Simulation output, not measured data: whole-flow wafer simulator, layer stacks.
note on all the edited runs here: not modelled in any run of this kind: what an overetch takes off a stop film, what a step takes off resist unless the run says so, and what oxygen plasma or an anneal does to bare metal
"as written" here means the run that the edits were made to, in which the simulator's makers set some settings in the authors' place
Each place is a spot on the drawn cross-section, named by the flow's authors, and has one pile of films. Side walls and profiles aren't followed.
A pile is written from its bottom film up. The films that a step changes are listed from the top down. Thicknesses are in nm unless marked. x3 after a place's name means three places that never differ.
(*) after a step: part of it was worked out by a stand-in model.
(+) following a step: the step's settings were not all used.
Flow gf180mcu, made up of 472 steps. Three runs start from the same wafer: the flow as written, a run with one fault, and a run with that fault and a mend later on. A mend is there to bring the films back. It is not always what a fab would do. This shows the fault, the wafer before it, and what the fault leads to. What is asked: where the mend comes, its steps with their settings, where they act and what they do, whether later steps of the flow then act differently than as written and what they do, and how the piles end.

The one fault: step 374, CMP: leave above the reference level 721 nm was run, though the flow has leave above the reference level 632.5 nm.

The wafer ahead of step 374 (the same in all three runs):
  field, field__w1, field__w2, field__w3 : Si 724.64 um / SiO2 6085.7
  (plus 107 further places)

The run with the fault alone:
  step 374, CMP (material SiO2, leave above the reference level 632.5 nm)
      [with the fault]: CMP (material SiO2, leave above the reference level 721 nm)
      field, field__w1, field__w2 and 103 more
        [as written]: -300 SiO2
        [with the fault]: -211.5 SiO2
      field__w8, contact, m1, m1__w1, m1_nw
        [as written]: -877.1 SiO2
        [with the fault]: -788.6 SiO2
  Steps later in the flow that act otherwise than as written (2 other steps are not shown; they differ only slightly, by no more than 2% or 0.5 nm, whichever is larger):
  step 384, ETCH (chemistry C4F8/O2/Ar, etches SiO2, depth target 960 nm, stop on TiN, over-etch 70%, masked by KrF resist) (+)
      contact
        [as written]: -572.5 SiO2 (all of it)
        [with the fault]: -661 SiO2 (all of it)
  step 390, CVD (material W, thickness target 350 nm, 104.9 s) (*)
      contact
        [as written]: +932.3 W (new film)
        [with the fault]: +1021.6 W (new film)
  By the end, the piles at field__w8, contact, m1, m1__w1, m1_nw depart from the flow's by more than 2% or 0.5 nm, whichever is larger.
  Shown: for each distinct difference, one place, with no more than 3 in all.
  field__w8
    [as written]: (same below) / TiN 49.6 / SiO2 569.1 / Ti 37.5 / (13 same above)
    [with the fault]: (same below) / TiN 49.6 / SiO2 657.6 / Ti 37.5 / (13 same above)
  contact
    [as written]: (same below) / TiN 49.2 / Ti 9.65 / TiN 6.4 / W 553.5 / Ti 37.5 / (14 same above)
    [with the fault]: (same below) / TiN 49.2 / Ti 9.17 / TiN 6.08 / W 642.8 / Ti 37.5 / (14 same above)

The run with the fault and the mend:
  The mend follows step 374.
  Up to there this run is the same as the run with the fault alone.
  step 374a, CMP (material SiO2, leave above the reference level 632.5 nm) (a further turn of the flow's step 374)
      field, field__w1, field__w2 and 108 more
        -88.5 SiO2
  None of the later steps of the flow acts differently than as written at any place that is followed.
  By the end, the piles equal the flow's at every place that both follow.
